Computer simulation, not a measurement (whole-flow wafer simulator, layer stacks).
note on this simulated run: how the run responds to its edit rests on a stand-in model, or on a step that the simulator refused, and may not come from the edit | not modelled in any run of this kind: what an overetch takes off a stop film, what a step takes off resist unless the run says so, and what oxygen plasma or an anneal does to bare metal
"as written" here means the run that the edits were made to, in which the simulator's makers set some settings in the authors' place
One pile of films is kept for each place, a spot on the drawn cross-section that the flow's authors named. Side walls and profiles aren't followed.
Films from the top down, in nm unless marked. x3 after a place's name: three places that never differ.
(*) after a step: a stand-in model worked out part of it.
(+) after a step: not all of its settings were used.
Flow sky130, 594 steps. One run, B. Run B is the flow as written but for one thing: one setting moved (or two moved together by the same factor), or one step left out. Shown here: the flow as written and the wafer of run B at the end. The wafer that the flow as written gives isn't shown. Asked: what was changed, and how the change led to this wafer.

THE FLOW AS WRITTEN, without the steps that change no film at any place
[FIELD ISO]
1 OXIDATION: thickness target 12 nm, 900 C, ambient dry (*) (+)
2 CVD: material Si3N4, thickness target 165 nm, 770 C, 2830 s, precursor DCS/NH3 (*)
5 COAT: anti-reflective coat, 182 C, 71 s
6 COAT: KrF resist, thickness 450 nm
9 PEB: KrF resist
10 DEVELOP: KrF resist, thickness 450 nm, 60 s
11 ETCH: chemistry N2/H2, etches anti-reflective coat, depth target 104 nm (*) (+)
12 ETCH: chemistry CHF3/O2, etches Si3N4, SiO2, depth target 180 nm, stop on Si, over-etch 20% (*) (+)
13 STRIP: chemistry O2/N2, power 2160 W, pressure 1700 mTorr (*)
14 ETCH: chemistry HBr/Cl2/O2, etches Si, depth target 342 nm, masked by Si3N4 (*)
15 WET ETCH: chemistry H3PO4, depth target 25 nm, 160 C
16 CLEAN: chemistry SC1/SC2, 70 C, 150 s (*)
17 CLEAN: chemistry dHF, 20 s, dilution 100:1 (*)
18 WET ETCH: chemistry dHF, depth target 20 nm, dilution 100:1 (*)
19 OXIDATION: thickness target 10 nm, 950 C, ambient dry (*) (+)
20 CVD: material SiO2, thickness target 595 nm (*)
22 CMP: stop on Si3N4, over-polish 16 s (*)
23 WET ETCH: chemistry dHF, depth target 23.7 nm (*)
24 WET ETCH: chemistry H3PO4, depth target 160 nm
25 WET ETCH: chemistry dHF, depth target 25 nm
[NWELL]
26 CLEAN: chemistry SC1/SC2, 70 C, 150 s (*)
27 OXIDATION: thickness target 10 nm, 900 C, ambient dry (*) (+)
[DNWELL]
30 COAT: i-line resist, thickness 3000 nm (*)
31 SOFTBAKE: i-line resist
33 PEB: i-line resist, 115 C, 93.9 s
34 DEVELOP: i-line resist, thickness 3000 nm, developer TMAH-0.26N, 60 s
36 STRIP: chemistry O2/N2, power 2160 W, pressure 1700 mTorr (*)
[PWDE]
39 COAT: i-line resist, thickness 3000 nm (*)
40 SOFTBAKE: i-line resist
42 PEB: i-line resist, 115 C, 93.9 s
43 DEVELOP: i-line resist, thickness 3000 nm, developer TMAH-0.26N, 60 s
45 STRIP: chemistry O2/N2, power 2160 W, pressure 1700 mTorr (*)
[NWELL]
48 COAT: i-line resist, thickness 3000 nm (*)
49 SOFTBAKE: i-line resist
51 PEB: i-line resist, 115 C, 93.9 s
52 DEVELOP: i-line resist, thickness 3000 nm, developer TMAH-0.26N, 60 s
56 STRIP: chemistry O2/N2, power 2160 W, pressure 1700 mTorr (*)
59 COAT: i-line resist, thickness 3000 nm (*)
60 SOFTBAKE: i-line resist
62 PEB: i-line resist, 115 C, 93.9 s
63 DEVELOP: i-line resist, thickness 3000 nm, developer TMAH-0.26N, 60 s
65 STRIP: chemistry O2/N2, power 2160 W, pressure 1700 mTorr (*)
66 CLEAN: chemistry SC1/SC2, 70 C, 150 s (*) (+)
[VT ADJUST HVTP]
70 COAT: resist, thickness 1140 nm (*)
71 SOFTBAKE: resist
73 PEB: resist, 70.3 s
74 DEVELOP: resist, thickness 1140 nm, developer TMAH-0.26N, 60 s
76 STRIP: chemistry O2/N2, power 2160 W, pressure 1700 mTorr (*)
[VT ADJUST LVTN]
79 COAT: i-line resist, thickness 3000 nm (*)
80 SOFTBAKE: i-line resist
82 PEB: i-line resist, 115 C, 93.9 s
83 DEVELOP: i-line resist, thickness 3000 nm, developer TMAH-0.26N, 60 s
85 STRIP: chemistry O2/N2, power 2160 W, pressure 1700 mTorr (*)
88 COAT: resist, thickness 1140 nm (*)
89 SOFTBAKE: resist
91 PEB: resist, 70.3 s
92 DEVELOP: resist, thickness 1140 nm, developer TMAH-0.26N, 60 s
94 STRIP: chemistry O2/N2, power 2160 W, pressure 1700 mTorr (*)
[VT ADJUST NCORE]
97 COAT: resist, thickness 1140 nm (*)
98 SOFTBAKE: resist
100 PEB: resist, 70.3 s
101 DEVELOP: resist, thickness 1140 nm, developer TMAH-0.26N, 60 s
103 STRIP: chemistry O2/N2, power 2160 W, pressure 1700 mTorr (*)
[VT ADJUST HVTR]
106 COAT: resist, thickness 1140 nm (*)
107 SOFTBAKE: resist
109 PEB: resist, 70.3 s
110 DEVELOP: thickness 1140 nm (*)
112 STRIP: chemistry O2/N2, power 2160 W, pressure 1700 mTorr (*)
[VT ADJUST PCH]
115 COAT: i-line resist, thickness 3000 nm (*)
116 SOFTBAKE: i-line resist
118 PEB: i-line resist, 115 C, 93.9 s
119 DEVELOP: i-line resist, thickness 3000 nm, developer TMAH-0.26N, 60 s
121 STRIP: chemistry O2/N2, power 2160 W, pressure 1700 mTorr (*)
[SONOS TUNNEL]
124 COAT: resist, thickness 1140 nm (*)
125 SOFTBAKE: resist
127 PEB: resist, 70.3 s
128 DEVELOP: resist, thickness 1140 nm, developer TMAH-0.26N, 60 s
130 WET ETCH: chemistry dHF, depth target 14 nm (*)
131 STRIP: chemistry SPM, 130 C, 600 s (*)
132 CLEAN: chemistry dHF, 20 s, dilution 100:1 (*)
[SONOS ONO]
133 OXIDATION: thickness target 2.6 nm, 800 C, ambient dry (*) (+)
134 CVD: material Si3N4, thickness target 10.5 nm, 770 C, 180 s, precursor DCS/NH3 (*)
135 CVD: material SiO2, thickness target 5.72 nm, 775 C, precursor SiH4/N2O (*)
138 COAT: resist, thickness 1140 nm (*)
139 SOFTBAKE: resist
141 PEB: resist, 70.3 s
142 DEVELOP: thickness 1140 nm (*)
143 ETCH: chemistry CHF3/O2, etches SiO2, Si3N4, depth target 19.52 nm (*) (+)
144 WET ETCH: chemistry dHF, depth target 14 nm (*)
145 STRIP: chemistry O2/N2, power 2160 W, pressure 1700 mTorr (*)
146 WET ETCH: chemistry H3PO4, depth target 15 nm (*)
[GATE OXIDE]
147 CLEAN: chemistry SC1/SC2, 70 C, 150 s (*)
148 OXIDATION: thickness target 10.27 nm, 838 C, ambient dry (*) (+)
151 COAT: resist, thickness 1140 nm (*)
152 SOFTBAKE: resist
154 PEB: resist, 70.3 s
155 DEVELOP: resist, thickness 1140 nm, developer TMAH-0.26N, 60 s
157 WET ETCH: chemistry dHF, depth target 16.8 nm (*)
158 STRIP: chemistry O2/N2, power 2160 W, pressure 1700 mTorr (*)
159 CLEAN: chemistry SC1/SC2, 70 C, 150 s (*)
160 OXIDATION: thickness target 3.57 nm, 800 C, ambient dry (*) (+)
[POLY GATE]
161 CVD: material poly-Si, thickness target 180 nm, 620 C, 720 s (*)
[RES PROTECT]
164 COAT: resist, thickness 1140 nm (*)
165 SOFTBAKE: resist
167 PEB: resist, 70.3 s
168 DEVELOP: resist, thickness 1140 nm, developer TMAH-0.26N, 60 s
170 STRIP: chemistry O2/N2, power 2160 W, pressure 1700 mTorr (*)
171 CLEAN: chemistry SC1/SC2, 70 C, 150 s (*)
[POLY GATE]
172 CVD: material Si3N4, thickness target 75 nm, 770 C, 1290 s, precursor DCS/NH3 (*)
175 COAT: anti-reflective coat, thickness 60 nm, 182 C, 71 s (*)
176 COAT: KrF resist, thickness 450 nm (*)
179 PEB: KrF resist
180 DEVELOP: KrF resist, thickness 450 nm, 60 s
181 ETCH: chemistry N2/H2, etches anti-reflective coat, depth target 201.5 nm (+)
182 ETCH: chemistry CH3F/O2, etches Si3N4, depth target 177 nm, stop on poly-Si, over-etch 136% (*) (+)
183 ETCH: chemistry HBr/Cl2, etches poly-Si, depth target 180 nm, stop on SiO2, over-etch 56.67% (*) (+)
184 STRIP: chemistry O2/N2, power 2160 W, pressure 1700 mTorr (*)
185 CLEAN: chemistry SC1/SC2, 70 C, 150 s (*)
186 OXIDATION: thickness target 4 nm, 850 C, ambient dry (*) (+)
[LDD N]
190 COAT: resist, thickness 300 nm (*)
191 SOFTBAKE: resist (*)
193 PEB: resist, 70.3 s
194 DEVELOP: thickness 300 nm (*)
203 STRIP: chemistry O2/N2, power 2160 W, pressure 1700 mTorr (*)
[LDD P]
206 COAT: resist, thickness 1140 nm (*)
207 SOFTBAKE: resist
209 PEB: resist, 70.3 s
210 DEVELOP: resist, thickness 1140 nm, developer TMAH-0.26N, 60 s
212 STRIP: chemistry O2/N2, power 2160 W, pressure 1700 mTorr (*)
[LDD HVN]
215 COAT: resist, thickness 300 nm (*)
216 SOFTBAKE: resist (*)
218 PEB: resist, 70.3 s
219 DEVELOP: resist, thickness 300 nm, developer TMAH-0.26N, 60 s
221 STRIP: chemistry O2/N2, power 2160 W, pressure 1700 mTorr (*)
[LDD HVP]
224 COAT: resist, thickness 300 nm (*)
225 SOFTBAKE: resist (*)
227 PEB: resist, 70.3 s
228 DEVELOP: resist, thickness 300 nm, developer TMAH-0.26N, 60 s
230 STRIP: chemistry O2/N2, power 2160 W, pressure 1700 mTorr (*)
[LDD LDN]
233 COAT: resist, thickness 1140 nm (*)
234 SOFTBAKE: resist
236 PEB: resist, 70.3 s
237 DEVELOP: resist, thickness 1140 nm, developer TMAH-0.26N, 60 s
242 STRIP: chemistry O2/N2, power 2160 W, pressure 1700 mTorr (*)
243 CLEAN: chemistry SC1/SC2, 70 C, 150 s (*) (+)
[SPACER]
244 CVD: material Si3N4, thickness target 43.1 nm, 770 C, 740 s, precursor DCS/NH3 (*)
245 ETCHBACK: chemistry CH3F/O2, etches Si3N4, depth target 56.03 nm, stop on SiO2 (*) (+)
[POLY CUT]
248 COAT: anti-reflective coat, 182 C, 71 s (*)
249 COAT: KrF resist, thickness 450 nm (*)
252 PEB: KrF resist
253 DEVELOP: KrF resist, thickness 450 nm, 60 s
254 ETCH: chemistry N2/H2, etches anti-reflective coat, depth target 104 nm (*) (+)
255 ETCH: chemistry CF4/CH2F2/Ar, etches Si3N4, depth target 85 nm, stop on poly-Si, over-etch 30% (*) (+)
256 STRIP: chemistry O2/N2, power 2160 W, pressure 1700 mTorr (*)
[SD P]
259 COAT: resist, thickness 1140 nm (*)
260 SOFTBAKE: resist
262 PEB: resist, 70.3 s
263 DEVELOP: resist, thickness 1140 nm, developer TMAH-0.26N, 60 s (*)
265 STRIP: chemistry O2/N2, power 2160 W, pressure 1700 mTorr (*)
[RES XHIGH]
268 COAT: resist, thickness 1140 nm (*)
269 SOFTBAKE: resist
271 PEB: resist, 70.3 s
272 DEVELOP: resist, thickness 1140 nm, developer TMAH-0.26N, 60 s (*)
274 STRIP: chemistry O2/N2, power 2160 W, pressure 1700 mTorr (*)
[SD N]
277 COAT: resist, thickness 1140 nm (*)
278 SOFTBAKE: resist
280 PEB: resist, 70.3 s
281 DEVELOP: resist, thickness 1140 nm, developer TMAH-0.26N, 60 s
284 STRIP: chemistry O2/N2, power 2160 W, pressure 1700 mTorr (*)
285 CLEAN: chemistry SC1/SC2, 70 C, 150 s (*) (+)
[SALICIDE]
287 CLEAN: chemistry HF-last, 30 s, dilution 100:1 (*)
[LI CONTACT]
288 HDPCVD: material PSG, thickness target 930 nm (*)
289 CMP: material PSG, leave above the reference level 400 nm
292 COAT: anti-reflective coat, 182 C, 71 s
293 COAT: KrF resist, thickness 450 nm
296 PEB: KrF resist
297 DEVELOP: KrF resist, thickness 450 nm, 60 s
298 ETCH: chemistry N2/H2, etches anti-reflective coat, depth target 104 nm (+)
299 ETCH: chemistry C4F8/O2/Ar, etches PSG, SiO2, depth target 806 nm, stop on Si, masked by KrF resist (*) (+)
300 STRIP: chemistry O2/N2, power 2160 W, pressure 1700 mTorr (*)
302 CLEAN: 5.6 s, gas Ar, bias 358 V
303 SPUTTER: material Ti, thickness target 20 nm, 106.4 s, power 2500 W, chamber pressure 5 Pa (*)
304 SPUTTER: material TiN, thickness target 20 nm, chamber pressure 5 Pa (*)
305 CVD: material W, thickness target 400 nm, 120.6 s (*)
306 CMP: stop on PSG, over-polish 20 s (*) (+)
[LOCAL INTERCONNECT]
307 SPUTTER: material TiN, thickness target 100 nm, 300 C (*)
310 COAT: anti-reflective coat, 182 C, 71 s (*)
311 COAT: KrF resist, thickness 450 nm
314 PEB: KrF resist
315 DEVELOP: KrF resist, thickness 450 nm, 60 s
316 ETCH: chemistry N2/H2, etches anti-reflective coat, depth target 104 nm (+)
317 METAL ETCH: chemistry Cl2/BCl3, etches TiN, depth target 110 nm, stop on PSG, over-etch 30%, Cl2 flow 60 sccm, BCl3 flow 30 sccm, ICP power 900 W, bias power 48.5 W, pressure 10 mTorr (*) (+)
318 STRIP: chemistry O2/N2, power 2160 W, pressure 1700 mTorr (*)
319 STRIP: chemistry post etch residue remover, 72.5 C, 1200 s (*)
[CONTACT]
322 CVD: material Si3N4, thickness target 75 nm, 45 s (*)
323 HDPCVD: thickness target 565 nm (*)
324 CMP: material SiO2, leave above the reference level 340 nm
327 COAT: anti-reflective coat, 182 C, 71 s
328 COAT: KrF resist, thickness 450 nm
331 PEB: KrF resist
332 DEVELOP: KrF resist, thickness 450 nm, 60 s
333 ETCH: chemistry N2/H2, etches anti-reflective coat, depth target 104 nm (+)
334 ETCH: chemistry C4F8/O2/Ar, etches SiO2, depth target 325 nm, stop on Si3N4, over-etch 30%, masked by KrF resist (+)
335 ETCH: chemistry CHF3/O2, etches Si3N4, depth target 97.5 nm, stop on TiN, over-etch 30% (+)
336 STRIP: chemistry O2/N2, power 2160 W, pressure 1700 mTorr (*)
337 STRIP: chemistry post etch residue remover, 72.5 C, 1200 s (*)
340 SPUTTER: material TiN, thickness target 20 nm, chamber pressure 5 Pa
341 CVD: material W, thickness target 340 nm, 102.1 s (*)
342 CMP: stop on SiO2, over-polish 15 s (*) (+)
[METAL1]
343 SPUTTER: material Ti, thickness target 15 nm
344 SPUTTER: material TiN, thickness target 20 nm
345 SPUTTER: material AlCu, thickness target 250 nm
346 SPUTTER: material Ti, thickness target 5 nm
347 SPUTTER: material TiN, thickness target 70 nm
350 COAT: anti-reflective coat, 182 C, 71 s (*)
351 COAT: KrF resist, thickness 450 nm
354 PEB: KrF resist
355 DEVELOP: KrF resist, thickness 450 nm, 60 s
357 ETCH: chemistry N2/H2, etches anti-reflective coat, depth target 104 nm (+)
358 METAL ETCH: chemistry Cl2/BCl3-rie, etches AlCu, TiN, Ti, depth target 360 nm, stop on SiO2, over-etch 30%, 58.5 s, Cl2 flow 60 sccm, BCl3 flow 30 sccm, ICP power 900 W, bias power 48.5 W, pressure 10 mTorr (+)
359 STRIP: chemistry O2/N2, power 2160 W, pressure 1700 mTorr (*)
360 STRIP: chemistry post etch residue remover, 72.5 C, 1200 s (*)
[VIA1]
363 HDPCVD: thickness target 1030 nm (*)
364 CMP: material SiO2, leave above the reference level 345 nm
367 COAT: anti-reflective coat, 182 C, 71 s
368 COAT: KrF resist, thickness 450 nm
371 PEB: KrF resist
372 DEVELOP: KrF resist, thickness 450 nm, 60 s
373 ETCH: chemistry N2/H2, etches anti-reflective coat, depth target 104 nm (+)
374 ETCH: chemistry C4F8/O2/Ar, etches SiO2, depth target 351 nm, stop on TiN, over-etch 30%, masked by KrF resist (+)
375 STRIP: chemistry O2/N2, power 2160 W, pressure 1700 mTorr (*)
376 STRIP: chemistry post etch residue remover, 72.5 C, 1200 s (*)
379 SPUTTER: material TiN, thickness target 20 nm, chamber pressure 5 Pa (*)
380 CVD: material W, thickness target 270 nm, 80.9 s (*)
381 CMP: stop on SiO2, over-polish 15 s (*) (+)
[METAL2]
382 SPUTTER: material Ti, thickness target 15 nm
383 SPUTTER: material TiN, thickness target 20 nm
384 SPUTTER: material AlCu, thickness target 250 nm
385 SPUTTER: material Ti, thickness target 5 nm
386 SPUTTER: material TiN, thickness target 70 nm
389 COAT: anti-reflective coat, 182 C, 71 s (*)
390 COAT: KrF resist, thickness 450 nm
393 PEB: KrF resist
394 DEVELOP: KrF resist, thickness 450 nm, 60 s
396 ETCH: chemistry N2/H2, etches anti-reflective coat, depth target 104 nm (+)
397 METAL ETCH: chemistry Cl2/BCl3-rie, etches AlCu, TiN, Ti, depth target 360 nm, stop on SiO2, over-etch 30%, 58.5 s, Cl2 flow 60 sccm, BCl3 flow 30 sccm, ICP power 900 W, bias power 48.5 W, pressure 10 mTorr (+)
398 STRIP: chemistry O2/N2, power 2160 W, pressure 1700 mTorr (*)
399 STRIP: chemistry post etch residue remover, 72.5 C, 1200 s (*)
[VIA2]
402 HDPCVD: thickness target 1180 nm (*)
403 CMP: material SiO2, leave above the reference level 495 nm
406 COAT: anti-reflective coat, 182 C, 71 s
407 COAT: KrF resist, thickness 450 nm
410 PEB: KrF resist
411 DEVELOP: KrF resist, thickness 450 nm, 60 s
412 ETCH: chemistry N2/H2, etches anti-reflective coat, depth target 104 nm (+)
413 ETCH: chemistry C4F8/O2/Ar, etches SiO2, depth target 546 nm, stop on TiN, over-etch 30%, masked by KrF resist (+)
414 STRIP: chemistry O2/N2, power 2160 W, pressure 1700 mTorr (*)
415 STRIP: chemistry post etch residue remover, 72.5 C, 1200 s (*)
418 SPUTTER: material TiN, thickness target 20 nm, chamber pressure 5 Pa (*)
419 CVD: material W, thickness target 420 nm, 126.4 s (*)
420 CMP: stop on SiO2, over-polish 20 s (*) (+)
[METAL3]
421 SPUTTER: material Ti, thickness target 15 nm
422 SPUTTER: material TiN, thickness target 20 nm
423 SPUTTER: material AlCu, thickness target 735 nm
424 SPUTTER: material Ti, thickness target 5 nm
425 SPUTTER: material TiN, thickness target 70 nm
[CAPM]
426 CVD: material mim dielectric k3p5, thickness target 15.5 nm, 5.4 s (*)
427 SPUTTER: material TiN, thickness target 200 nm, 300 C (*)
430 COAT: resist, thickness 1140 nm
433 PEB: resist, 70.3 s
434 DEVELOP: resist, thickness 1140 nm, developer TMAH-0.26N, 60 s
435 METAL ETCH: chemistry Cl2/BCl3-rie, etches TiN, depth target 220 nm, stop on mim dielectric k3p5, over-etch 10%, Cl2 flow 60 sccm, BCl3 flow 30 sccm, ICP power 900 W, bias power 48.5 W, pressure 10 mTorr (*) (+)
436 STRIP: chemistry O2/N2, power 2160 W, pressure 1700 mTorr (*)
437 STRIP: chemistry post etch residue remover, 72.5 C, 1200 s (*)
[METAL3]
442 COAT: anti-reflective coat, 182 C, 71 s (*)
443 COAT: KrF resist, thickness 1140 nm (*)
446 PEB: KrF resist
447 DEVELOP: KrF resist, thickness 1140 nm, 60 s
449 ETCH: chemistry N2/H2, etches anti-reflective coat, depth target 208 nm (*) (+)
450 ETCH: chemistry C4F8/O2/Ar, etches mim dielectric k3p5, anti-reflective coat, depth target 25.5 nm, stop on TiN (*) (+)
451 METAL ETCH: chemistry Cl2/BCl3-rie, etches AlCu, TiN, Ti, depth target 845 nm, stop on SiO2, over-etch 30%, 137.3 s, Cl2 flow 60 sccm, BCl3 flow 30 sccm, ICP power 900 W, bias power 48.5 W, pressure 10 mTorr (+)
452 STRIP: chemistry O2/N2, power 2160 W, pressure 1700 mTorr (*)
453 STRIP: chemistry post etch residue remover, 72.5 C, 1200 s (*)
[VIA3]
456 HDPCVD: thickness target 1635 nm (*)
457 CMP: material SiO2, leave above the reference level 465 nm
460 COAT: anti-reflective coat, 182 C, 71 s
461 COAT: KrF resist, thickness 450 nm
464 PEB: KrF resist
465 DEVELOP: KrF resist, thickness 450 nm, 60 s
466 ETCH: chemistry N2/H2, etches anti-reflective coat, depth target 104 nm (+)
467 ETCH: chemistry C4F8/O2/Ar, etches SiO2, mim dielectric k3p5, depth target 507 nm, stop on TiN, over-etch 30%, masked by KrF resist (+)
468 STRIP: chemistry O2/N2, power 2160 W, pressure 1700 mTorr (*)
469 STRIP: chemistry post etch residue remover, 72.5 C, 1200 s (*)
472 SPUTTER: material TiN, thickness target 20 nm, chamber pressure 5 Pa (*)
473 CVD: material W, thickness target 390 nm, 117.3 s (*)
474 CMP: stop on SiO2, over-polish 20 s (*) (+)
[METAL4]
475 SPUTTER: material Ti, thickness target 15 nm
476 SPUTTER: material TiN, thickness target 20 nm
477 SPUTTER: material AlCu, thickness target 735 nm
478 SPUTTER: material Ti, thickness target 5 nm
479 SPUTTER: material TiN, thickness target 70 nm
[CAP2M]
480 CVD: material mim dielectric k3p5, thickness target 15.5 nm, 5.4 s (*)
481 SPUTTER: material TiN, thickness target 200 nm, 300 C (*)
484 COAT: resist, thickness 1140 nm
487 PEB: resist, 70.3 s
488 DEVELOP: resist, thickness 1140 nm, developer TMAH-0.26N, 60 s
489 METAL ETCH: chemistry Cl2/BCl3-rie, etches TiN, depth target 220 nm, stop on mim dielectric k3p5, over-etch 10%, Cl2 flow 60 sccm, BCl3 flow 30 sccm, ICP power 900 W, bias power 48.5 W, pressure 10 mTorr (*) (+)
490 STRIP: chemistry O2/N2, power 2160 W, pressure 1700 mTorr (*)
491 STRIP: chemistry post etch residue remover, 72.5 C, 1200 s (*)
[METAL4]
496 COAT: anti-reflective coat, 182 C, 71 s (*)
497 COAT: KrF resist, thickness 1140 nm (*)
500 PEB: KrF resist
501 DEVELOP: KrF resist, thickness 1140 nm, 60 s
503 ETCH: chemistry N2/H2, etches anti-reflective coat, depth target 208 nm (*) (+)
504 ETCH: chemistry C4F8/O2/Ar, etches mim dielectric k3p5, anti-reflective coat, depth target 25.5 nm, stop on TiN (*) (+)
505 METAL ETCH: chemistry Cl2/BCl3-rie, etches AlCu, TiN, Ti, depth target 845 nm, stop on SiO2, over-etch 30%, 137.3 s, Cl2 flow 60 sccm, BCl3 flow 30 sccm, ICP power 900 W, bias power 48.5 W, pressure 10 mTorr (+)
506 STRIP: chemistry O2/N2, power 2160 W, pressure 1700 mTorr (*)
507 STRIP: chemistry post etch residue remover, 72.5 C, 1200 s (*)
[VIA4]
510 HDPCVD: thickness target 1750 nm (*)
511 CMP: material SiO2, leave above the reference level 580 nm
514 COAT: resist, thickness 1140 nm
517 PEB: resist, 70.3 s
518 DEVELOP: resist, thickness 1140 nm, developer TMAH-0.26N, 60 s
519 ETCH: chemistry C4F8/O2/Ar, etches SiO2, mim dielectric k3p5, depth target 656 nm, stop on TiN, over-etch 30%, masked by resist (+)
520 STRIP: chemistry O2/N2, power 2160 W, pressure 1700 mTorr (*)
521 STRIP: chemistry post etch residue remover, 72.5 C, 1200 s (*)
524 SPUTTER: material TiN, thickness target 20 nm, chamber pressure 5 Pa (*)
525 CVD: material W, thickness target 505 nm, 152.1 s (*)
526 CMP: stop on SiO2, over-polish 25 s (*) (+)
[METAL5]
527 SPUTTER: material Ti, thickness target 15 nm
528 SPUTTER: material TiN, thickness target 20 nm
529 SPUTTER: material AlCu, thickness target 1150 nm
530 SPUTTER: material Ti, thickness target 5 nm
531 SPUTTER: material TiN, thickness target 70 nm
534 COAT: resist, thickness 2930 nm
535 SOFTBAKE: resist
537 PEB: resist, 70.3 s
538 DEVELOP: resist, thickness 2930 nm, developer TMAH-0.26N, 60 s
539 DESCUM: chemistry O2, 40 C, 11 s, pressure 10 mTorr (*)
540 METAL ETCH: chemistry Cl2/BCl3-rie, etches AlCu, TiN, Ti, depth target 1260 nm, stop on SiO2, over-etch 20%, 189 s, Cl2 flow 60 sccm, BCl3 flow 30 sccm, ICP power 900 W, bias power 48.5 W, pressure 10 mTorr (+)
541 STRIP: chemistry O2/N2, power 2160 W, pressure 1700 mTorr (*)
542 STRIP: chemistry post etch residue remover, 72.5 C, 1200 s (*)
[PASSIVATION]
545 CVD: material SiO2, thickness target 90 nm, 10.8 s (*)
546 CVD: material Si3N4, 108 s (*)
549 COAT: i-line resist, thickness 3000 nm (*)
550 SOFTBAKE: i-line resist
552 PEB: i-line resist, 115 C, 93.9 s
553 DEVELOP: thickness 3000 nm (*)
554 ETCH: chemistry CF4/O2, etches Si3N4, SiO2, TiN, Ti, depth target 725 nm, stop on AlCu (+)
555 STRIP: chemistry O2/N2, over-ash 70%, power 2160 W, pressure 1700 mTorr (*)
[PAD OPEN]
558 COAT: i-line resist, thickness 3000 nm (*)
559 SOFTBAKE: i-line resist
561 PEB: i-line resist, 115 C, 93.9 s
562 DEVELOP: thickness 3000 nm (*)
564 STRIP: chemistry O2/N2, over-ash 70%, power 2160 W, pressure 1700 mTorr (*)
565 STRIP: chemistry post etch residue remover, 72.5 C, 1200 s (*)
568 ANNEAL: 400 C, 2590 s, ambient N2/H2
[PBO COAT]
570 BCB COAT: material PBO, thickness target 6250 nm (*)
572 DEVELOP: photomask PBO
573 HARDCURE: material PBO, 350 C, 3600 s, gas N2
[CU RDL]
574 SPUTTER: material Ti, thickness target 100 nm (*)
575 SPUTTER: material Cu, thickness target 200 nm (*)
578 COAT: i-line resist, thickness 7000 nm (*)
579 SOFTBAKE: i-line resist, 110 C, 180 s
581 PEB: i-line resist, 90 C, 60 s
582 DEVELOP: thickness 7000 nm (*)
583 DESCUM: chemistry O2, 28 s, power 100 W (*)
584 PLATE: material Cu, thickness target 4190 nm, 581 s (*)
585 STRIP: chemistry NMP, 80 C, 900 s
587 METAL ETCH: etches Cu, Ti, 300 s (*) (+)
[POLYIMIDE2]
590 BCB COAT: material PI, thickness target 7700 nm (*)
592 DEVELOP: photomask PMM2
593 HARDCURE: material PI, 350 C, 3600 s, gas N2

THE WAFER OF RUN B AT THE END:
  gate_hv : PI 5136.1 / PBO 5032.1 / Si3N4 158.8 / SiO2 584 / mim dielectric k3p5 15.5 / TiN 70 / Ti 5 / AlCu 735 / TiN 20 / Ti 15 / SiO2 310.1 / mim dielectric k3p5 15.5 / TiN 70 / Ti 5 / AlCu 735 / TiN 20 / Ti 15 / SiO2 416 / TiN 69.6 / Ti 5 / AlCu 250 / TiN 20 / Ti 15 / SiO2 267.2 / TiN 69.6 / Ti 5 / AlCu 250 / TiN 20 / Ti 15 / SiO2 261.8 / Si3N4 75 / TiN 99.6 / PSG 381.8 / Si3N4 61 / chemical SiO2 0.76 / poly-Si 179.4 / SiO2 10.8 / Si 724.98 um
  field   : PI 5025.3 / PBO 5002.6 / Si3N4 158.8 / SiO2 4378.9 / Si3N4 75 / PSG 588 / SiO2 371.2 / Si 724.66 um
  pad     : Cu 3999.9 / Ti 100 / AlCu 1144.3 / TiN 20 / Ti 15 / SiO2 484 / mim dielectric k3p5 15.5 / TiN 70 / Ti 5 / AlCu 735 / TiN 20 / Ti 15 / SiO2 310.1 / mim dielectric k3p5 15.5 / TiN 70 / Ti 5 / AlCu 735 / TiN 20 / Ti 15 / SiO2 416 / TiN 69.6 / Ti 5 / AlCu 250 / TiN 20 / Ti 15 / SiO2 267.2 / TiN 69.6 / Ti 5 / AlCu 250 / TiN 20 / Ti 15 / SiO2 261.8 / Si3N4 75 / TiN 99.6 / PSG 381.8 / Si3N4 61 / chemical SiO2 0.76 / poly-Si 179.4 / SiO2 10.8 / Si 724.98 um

The cause: step 457, CMP: leave above the reference level 405 nm was run, where the flow has leave above the reference level 465 nm.

How the change led to this, step by step:
  457 CMP: material SiO2, leave above the reference level 465 nm
      n_well, p_well, gate_hv and 99 more: SiO2 -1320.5 (as written it would be: SiO2 -1260.5)
      field, active, gate and 82 more: SiO2 -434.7 (as written it would be: SiO2 -374.7)
      (and at 5 more places)
  467 ETCH: chemistry C4F8/O2/Ar, etches SiO2, mim dielectric k3p5, depth target 507 nm, stop on TiN, over-etch 30%, masked by KrF resist (+)
      field, active, n_well and 187 more: KrF resist -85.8 (as written it would be: KrF resist -101.4)
      m1: SiO2 -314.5 (all of it), mim dielectric k3p5 -15.5 (all of it) (as written it would be: SiO2 -374.5 (all of it), mim dielectric k3p5 -15.5 (all of it))
      (and at 1 more place)
  468 STRIP: chemistry O2/N2, power 2160 W, pressure 1700 mTorr (*)
      field, active, n_well and 187 more: KrF resist -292 (all of it), anti-reflective coat -80 (all of it) (as written it would be: KrF resist -276.4 (all of it), anti-reflective coat -80 (all of it))
  472 SPUTTER: material TiN, thickness target 20 nm, chamber pressure 5 Pa (*)
      m1, via3_hole: TiN +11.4 (as written it would be: TiN +10.6)
  473 CVD: material W, thickness target 390 nm, 117.3 s (*)
      m1: W +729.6 (new film) (as written it would be: W +790.5 (new film))
      via3_hole: W +729 (new film) (as written it would be: W +789.9 (new film))
